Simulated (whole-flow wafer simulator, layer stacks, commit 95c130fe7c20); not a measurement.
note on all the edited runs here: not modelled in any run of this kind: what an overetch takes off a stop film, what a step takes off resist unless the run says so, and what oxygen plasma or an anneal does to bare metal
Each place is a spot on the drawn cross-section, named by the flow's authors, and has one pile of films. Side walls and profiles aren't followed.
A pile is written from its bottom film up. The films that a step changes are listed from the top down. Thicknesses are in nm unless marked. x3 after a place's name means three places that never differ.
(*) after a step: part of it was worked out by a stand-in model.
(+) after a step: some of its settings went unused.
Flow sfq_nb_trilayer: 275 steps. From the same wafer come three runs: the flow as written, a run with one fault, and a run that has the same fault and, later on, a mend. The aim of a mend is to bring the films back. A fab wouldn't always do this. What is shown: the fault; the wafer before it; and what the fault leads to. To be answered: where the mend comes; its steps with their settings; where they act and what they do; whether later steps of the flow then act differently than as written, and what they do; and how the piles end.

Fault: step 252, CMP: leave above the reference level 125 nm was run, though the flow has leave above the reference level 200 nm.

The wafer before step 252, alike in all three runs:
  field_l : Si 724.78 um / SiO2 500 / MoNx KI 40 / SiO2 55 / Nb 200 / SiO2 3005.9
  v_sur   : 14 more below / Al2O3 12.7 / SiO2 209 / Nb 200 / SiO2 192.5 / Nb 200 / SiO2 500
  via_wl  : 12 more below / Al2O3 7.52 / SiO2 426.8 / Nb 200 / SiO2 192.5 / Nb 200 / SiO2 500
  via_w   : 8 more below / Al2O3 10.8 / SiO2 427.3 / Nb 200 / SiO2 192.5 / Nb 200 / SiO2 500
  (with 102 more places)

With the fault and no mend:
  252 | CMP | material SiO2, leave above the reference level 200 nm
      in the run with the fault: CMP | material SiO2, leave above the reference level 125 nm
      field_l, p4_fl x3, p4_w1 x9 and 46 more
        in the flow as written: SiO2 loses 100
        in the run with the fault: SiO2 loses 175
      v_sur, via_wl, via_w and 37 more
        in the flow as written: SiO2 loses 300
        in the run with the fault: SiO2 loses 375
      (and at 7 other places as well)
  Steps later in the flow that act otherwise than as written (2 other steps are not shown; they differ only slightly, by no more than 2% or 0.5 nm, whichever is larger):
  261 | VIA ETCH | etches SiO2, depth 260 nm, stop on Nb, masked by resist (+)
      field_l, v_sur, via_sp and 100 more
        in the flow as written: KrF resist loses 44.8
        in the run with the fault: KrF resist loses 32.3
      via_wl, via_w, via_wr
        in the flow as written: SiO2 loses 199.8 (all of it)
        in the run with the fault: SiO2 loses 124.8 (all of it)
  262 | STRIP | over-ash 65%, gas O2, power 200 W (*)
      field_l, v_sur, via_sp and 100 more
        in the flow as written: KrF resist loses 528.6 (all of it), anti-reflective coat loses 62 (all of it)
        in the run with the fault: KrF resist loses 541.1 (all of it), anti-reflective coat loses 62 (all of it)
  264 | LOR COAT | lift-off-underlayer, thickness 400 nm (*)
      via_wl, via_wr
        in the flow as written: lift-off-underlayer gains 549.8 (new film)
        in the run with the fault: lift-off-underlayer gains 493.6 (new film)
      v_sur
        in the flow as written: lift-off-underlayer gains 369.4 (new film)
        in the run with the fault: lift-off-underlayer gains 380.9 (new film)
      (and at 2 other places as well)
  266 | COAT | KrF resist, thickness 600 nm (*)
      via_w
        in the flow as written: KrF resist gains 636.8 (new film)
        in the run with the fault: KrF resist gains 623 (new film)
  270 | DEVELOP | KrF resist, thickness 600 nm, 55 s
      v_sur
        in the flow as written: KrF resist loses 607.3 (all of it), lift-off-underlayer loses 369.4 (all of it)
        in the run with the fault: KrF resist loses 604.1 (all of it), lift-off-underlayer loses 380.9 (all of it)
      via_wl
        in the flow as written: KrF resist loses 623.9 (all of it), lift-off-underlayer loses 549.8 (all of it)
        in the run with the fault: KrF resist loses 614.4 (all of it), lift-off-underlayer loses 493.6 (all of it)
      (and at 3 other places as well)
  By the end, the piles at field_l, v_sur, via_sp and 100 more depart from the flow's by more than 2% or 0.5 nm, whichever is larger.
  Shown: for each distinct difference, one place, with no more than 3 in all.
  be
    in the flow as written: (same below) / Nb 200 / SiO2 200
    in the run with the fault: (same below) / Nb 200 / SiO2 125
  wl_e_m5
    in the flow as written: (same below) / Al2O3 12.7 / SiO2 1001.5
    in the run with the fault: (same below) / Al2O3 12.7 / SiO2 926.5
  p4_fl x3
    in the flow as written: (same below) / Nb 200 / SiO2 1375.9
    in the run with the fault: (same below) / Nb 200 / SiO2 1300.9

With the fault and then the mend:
  After step 253 comes the mend.
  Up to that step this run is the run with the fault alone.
  253a | PECVD | material SiO2, thickness 75 nm, 150 C, 16.67 s, RF power 183.3 W, pressure 2.4 Torr, precursor SiH4/N2O (a further turn of the flow's step 251, with different settings)
      field_l, v_sur, via_wl and 103 more
        SiO2 gains 75
  Later steps of the flow that are run all act as written at every place that is followed.
  The piles end the same as the flow's at every place that both follow.
